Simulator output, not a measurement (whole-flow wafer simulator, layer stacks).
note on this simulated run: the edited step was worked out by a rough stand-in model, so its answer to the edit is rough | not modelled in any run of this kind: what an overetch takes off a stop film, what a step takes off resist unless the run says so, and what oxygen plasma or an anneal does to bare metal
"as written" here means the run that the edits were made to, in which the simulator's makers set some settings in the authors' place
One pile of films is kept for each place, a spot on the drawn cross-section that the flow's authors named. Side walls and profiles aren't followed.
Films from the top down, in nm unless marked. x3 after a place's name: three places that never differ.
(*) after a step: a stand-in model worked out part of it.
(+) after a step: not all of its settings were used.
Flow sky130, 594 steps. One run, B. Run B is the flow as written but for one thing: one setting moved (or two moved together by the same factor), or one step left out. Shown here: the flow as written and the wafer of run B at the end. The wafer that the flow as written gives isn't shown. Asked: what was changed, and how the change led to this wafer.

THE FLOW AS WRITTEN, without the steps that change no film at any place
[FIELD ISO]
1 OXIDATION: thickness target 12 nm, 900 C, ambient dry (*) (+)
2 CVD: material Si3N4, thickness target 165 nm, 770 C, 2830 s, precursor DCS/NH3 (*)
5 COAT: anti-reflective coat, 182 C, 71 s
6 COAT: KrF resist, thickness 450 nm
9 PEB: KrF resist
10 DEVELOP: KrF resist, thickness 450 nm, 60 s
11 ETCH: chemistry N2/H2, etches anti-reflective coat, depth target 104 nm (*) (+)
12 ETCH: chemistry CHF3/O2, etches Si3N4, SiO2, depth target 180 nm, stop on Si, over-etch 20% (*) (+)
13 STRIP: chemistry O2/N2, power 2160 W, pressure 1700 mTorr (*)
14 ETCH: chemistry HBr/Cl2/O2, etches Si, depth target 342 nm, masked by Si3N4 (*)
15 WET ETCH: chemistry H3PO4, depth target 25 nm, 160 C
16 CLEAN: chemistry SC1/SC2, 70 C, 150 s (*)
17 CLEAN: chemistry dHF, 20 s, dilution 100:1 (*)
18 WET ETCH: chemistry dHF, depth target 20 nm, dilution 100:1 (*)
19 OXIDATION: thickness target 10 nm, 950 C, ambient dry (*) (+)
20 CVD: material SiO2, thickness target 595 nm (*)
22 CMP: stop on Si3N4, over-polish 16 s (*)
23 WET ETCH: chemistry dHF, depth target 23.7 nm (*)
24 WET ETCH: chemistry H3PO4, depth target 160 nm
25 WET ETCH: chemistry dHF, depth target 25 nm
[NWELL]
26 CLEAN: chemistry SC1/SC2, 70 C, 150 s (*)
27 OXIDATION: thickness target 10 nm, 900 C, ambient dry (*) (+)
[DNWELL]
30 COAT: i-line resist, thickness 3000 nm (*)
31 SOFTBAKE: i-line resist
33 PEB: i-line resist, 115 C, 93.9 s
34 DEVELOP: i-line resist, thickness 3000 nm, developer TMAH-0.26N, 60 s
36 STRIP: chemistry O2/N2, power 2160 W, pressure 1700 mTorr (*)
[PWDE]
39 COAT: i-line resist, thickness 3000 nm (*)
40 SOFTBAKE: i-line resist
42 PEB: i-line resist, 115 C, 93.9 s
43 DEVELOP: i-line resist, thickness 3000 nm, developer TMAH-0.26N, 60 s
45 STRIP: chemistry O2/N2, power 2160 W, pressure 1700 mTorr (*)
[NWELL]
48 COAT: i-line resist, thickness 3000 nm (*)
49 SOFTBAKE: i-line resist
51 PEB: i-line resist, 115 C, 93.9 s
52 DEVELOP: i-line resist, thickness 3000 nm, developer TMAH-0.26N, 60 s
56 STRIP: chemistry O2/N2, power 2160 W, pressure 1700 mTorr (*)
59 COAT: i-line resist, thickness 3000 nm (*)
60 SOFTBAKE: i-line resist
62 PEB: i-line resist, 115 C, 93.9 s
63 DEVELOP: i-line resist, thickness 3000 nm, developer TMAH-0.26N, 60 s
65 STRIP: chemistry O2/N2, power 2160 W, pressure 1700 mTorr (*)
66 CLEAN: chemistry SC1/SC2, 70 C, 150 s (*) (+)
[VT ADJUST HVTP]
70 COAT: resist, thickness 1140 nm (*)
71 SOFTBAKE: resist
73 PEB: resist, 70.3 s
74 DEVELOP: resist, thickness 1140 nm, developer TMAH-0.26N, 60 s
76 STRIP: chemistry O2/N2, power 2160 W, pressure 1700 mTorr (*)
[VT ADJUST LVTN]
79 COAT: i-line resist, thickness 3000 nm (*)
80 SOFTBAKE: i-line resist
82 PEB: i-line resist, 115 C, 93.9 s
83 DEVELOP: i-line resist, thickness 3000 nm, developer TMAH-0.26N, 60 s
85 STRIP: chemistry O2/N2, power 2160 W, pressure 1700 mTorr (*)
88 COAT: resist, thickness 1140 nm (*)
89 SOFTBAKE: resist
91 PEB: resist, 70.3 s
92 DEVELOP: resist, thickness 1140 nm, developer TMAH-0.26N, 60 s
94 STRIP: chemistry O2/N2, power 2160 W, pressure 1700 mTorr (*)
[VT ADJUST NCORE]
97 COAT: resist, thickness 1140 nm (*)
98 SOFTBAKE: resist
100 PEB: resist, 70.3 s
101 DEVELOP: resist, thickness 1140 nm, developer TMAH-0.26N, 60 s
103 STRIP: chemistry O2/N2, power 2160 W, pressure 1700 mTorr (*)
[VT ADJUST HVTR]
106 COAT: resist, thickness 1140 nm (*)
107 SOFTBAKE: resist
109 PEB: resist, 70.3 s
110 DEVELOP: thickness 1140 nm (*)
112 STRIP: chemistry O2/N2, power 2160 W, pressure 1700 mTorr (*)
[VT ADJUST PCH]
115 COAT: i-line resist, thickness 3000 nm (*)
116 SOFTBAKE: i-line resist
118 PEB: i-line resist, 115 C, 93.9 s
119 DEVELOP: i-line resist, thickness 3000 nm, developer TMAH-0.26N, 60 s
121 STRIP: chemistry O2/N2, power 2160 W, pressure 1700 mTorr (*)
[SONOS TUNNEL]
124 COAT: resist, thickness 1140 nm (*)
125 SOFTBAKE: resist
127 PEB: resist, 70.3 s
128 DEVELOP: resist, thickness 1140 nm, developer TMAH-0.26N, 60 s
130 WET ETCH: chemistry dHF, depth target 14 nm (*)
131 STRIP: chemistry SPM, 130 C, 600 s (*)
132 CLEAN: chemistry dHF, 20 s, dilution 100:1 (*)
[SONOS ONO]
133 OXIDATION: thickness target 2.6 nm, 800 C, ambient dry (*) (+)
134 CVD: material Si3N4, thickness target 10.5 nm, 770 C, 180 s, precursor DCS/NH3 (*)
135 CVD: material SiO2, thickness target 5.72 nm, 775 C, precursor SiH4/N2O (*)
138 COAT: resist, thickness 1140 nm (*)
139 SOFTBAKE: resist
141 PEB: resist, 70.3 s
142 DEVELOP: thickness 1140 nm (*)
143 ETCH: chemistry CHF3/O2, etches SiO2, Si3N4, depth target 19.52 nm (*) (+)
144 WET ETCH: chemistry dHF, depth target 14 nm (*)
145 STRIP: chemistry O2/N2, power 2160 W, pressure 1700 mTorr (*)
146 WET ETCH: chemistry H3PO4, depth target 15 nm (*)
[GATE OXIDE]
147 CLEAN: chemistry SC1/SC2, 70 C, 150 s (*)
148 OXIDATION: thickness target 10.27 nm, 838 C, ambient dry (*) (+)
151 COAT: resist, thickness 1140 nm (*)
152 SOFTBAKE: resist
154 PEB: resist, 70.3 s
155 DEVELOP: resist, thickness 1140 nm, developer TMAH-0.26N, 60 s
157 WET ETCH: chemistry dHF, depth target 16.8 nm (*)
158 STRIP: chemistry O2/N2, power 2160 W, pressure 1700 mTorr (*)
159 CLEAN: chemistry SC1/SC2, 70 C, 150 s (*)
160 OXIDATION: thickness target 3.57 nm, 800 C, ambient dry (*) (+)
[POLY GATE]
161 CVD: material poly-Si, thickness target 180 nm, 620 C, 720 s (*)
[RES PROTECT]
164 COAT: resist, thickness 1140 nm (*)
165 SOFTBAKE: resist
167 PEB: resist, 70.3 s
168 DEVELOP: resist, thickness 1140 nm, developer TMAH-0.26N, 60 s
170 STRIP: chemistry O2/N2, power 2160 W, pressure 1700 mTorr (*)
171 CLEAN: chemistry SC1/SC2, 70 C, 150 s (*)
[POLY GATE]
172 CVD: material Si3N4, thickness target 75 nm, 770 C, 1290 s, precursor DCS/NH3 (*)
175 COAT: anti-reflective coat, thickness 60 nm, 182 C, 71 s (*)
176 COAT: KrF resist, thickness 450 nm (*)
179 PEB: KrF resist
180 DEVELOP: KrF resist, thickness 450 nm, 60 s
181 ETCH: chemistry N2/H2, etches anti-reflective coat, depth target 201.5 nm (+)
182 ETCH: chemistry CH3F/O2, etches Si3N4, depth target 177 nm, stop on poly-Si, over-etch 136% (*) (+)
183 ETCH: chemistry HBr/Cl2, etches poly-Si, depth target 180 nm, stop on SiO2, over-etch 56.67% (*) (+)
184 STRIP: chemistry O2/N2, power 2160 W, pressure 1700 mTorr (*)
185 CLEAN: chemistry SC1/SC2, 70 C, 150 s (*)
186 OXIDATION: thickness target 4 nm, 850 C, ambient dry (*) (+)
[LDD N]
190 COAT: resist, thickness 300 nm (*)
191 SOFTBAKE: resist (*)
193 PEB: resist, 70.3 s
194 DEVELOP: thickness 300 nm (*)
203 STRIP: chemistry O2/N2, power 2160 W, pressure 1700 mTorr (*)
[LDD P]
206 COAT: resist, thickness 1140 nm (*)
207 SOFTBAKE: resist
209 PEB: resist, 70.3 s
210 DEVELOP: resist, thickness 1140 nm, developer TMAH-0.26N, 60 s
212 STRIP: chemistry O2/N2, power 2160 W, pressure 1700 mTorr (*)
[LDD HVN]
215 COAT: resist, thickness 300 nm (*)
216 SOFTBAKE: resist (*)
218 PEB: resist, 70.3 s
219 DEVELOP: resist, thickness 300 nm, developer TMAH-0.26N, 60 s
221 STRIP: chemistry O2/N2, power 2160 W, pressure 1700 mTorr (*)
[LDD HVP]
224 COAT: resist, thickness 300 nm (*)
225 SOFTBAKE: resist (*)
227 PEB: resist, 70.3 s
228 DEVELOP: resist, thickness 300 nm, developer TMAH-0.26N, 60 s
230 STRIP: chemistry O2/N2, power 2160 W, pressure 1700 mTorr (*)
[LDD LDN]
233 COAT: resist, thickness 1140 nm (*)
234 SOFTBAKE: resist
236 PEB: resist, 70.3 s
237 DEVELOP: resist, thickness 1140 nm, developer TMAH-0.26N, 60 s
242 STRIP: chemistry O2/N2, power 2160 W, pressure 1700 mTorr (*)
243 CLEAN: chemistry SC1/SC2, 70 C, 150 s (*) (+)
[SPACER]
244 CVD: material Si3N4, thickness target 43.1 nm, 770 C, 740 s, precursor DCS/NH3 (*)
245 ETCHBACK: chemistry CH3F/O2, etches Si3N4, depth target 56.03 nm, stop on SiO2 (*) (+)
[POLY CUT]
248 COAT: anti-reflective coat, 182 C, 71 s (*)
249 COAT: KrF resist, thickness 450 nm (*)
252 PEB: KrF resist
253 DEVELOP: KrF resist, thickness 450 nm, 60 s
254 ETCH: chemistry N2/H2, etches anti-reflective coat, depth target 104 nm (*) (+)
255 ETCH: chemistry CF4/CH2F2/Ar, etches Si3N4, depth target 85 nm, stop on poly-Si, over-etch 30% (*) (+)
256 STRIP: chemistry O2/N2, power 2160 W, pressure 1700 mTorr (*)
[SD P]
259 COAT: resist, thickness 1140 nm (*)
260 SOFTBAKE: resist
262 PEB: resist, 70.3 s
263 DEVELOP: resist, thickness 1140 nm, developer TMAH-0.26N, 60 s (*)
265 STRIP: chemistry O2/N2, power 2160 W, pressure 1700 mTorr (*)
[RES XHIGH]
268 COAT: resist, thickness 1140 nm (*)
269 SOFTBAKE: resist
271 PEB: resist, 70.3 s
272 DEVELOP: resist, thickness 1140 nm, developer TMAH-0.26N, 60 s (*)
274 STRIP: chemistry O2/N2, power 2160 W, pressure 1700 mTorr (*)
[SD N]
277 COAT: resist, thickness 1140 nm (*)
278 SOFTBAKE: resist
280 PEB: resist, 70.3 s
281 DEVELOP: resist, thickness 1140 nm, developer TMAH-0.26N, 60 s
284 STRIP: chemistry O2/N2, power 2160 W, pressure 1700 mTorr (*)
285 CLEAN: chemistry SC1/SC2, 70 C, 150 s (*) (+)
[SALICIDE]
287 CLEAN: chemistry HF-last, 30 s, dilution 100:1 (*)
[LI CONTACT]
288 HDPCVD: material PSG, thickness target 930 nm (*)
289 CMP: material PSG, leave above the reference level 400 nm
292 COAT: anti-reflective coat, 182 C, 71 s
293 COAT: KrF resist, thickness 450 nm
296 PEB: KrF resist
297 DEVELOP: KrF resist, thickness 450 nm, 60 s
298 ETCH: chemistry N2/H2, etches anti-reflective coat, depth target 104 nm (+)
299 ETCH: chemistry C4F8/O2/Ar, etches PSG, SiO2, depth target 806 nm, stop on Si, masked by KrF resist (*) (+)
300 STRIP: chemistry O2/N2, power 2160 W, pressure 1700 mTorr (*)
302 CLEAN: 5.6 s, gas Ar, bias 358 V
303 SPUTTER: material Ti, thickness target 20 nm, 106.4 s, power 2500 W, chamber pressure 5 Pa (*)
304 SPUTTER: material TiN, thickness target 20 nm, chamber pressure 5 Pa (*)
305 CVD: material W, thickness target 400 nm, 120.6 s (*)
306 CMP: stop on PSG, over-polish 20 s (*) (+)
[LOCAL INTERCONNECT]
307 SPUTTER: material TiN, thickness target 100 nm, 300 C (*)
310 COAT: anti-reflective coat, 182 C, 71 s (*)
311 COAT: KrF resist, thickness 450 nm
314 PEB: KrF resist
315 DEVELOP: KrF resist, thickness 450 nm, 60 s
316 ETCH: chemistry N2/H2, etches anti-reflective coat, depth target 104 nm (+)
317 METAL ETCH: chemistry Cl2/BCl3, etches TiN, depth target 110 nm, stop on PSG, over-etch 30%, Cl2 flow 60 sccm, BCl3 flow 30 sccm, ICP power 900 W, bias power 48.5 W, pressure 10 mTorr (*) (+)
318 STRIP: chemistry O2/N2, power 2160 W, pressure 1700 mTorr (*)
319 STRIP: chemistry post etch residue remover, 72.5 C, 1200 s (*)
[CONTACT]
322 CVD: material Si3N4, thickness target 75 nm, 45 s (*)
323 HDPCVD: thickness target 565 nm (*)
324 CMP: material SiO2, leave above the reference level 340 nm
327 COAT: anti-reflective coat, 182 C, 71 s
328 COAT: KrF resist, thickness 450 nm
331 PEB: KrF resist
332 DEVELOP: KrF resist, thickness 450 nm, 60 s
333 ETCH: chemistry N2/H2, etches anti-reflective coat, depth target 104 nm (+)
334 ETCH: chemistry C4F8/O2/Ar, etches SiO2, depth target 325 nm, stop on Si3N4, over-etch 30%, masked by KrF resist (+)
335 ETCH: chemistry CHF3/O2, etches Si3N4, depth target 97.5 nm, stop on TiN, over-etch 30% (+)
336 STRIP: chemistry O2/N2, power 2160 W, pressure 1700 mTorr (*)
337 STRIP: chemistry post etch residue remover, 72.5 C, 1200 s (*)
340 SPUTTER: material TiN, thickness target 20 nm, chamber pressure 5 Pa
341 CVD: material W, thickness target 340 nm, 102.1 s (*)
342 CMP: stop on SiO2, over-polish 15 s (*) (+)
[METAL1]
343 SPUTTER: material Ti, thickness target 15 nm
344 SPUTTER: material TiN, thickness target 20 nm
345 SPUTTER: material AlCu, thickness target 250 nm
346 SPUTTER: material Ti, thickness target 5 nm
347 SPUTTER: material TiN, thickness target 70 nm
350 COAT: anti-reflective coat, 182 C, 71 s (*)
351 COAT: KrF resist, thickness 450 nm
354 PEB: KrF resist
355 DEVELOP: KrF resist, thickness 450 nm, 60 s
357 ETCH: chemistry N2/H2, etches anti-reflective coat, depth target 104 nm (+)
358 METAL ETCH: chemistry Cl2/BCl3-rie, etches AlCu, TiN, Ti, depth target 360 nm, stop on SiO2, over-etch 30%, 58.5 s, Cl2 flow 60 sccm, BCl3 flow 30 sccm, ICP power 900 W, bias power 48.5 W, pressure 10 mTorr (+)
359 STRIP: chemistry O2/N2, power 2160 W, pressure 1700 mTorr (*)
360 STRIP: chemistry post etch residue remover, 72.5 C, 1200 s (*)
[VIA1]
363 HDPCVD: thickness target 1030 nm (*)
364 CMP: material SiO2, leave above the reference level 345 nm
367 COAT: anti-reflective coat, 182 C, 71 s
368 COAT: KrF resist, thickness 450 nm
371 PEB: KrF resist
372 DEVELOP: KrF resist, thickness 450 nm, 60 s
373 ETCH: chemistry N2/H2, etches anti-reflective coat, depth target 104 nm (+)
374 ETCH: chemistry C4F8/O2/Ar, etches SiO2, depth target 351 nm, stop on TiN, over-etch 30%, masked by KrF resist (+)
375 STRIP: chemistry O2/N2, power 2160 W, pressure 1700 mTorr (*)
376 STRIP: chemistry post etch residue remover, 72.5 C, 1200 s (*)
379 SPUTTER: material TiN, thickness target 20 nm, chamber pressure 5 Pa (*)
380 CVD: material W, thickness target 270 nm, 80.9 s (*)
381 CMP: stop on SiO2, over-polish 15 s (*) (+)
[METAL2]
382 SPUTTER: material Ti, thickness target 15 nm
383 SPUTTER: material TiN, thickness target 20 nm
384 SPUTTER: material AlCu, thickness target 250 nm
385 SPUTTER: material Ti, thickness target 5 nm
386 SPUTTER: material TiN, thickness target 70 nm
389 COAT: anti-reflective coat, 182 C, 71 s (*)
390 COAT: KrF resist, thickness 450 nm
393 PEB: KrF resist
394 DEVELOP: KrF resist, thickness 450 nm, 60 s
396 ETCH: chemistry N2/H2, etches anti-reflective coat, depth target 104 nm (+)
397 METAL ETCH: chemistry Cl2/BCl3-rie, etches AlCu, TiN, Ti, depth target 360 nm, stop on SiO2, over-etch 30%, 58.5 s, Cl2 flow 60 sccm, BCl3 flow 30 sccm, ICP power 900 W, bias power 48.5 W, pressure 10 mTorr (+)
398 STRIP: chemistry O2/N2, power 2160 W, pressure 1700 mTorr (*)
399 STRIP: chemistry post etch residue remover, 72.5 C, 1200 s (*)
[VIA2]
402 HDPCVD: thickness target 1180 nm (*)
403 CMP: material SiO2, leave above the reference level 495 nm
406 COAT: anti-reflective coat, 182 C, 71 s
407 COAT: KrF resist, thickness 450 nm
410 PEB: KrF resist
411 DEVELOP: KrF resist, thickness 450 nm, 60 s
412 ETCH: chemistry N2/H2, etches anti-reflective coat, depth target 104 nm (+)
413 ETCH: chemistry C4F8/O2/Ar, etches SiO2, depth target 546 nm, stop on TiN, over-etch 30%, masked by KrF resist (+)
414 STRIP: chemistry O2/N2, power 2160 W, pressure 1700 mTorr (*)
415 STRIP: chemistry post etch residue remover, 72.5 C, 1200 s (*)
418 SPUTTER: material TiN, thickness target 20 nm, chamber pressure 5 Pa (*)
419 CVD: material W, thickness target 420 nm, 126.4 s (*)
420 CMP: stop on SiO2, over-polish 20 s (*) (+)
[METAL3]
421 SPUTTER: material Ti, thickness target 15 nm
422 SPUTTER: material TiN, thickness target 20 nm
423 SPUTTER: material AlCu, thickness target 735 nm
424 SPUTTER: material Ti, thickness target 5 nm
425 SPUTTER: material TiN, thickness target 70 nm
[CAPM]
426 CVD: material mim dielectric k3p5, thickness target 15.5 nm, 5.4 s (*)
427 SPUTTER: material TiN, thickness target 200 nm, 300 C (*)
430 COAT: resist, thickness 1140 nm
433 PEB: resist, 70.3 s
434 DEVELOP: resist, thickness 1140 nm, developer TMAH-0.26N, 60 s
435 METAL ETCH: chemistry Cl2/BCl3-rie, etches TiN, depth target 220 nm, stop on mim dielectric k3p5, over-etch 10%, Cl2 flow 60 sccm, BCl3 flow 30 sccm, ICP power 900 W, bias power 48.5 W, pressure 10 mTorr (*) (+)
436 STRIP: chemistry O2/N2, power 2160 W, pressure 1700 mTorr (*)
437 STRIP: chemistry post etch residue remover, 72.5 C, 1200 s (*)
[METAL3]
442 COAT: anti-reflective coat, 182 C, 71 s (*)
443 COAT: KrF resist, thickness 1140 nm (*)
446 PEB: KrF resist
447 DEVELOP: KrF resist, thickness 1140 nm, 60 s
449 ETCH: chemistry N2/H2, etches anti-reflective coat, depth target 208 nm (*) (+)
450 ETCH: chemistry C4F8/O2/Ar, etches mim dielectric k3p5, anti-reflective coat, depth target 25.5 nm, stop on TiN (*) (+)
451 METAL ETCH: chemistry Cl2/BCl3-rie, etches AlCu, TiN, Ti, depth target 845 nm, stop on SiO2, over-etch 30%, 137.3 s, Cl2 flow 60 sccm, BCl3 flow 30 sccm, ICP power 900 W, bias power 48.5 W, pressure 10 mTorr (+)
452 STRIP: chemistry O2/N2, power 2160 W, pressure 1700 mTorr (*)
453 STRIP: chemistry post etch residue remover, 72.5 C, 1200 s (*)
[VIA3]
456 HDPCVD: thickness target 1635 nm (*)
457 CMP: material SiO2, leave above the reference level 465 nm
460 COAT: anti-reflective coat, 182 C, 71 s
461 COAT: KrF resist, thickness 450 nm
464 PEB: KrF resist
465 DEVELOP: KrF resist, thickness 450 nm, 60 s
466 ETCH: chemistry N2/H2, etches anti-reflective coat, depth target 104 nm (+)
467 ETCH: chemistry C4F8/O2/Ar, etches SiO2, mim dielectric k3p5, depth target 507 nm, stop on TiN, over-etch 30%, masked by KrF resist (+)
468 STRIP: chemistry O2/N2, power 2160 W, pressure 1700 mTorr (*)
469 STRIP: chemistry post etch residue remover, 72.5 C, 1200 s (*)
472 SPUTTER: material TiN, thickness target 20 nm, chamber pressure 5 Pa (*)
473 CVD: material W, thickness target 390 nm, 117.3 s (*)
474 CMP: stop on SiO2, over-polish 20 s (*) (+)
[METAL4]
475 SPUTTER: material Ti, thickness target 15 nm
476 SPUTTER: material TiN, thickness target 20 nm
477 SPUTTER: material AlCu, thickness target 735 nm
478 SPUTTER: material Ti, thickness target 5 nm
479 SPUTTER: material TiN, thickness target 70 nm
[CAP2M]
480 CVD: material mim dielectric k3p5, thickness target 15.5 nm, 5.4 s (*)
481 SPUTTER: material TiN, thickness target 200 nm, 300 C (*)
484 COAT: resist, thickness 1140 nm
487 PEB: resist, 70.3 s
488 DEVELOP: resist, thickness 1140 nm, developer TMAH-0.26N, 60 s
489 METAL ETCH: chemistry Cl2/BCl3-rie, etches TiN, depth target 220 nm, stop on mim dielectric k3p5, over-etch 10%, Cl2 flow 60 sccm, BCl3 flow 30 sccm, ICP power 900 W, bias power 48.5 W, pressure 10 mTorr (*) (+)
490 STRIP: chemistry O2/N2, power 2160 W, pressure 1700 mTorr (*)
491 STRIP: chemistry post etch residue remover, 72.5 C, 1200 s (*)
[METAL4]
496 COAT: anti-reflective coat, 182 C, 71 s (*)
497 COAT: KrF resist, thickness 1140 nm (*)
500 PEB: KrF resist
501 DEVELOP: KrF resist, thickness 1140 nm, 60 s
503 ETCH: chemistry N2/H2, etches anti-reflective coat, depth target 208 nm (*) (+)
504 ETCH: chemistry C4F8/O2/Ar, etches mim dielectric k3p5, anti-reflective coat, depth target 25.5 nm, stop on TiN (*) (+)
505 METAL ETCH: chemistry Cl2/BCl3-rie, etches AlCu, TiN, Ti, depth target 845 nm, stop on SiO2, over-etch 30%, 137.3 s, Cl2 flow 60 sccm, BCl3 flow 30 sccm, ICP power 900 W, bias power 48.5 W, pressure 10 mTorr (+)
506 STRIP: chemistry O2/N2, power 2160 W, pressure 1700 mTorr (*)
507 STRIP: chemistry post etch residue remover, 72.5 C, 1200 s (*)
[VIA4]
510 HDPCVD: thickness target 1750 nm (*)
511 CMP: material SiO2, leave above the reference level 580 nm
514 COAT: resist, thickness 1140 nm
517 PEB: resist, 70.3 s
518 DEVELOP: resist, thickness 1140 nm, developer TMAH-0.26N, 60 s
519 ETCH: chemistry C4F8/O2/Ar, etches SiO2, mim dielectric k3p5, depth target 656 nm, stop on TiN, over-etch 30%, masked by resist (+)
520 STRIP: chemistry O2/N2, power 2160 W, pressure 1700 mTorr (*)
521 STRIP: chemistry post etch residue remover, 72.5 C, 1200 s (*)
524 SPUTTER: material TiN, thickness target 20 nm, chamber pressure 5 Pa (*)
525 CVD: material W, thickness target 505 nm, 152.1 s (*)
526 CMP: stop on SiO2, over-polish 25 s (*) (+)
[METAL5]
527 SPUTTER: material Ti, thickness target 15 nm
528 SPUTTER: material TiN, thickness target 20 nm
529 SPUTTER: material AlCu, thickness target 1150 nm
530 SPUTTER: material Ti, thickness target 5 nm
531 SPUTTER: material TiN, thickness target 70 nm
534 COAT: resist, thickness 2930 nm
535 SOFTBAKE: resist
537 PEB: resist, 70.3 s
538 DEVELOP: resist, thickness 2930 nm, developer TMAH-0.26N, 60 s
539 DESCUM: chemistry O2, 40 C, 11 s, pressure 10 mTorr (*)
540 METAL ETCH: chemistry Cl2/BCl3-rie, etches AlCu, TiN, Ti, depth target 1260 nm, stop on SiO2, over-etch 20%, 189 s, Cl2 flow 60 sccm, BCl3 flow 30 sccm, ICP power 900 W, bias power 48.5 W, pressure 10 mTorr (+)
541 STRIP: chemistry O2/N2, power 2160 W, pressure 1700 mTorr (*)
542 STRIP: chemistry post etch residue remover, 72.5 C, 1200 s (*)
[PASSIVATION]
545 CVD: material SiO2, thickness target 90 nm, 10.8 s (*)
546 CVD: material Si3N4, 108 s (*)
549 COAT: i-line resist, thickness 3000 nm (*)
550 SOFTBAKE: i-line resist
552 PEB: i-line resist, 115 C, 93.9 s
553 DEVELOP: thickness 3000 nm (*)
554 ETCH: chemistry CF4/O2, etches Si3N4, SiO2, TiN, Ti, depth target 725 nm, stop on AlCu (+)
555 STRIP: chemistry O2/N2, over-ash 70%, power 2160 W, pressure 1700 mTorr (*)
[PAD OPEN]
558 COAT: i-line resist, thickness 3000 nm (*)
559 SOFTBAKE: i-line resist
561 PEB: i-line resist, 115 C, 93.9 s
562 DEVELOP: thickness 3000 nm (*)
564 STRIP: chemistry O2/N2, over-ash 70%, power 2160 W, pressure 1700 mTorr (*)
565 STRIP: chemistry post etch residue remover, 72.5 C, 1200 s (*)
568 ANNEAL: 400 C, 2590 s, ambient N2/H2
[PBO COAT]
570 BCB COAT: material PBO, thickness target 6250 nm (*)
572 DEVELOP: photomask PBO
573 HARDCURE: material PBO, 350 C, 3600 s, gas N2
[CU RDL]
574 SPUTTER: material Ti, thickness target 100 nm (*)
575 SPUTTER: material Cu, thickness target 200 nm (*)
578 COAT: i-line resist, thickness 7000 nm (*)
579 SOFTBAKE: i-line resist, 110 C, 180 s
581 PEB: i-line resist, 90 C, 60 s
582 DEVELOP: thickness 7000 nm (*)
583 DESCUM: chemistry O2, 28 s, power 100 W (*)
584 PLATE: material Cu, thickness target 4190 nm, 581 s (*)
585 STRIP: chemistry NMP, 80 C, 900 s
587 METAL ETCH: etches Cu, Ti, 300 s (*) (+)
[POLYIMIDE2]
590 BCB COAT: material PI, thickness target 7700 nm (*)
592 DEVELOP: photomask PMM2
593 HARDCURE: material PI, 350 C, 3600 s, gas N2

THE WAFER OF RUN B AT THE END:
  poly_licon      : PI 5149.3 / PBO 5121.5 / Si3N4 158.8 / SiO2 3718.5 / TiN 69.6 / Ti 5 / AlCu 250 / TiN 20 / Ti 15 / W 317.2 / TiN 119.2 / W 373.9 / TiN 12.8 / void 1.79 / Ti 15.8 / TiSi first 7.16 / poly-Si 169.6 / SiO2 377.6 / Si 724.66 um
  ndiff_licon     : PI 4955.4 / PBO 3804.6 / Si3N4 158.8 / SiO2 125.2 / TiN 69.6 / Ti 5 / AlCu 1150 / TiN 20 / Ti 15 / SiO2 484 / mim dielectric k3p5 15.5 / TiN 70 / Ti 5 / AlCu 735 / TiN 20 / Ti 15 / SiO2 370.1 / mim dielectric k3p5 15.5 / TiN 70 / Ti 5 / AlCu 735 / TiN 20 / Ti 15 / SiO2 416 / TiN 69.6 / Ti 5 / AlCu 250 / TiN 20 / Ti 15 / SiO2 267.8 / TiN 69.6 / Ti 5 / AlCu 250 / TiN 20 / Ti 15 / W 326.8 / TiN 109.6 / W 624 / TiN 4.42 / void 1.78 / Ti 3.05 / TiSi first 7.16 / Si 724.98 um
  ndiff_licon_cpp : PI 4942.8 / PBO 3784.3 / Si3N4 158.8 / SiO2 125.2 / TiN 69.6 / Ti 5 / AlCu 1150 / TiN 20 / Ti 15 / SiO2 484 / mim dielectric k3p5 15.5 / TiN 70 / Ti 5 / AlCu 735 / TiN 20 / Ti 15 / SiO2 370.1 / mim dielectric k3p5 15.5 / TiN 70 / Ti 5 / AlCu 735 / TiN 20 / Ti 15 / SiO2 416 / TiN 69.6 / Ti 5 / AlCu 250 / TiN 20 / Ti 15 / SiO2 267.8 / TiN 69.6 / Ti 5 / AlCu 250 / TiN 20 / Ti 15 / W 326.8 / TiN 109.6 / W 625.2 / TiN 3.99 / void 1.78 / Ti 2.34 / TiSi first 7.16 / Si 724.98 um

The cause: step 304, SPUTTER: thickness target 12.8 nm was run, where the flow has thickness target 20 nm.
It can be read off the wafer: poly_licon has TiN 12.8, and step 304 as written asks for 20 nm.

How the change led to this, step by step:
  304 SPUTTER: material TiN, thickness target 20 nm, chamber pressure 5 Pa (*)
      field, active, n_well and 185 more: TiN +12.8 (new film) (as written it would be: TiN +20 (new film))
      ndiff_licon: TiN +4.42 (new film) (as written it would be: TiN +6.83 (new film))
      (and at 2 more places)
  306 CMP: stop on PSG, over-polish 20 s (*) (+)
      field, active, n_well and 184 more: W -400 (all of it), TiN -12.8 (all of it), Ti -20 (all of it), PSG -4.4 (as written it would be: W -400 (all of it), TiN -20 (all of it), Ti -20 (all of it), PSG -4.4)
      poly_licon: W -26.1 (as written it would be: W -33.3)
